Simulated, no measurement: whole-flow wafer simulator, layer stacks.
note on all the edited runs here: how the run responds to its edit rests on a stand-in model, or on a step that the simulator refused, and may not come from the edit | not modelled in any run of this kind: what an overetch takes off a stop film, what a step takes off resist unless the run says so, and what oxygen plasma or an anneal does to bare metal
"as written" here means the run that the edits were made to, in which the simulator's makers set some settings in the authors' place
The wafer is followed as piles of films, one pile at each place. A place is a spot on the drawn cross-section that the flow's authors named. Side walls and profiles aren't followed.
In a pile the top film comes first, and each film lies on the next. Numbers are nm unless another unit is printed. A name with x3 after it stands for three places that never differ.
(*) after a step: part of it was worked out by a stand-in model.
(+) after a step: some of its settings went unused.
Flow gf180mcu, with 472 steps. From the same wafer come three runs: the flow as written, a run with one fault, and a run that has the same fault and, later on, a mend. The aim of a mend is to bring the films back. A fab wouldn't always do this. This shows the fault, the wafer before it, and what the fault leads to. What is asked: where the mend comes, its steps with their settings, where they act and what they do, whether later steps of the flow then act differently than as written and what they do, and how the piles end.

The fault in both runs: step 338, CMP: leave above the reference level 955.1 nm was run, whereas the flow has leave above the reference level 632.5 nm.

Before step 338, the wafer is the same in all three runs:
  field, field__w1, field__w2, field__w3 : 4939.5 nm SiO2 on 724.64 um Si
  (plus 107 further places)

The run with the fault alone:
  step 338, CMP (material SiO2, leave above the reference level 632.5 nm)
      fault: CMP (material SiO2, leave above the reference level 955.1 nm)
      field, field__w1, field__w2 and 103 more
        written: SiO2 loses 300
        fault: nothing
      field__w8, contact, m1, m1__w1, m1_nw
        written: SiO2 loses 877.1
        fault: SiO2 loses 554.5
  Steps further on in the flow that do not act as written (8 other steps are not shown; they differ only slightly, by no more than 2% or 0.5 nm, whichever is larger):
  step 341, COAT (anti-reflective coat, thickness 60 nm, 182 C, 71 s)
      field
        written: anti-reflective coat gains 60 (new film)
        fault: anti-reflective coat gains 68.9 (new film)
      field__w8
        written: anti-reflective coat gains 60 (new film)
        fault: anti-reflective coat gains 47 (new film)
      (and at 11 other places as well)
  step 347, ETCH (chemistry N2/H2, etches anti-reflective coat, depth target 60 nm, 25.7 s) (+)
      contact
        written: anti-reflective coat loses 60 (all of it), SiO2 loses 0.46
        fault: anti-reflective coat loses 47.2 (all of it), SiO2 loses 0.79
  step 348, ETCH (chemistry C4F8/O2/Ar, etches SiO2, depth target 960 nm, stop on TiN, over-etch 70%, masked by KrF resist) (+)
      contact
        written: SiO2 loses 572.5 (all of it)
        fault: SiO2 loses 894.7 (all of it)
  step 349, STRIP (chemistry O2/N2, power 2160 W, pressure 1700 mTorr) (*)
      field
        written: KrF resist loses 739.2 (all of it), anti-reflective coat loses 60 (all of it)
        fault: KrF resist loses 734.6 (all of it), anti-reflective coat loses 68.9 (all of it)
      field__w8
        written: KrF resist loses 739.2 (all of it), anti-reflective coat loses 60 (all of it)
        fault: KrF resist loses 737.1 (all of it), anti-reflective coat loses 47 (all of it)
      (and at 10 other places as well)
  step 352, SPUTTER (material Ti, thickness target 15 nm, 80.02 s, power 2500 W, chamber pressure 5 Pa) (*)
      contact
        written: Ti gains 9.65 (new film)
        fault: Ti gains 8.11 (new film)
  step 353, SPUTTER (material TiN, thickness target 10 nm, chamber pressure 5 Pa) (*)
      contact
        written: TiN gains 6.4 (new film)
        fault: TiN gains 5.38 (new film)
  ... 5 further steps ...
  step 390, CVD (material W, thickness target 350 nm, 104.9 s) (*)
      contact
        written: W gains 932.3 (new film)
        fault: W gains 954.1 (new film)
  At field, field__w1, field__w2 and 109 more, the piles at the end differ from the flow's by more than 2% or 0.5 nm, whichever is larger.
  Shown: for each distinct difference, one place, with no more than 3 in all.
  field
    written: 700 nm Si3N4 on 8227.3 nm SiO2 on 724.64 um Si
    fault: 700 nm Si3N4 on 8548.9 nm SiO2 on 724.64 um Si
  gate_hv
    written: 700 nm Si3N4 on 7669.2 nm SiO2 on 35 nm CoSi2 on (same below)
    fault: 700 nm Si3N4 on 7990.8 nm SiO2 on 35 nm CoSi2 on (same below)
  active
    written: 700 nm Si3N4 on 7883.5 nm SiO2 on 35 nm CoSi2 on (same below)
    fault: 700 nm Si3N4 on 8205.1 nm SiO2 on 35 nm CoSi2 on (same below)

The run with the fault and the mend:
  After step 346 comes the mend.
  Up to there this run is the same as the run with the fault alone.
  step 346a, STRIP (chemistry O2/N2, power 2160 W, pressure 1700 mTorr) (*)
      iso_ptap_pw, iso_ntap_nw, iso_nw_fld and 33 more
        KrF resist loses 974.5 (all of it), anti-reflective coat loses 60 (all of it)
      field__w6, field__w7, field__w10 and 25 more
        KrF resist loses 974.7 (all of it), anti-reflective coat loses 60.1 (all of it)
      field__w2, field__w3, field__w12 and 10 more
        KrF resist loses 974.8 (all of it), anti-reflective coat loses 60.1 (all of it)
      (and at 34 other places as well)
  step 346b, CMP (material SiO2, leave above the reference level 632.5 nm) (the flow's step 338 again)
      field, field__w1, field__w2 and 103 more
        SiO2 loses 300
      field__w8, contact, m1, m1__w1, m1_nw
        SiO2 loses 322.6
  step 346c, HMDS (120 C, 60 s) (the flow's step 340 again)
      leaves every film unchanged at each place that is followed
  step 346d, COAT (anti-reflective coat, thickness 60 nm, 182 C, 71 s) (the flow's step 341 again)
      field, field__w1, field__w2 and 108 more
        anti-reflective coat gains 60 (new film)
  step 346e, COAT (KrF resist, thickness 1000 nm) (the flow's step 342 again)
      field, field__w1, field__w2 and 108 more
        KrF resist gains 1000 (new film)
  step 346f, SOFTBAKE (KrF resist) (the flow's step 343 again)
      leaves every film unchanged at each place that is followed
  step 346g, EXPOSE (photomask Via3) (the flow's step 344 again)
      leaves every film unchanged at each place that is followed
  step 346h, PEB (KrF resist, 135 C, 90 s) (the flow's step 345 again)
      field, field__w1, field__w2 and 108 more
        KrF resist loses 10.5
  step 346i, DEVELOP (KrF resist, thickness 1000 nm, 60 s) (the flow's step 346 again)
      field, field__w1, field__w2 and 107 more
        KrF resist loses 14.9
      contact
        KrF resist loses 989.5 (all of it)
  None of the later steps of the flow acts differently than as written at any place that is followed.
  The piles end the same as the flow's at every place that both follow.
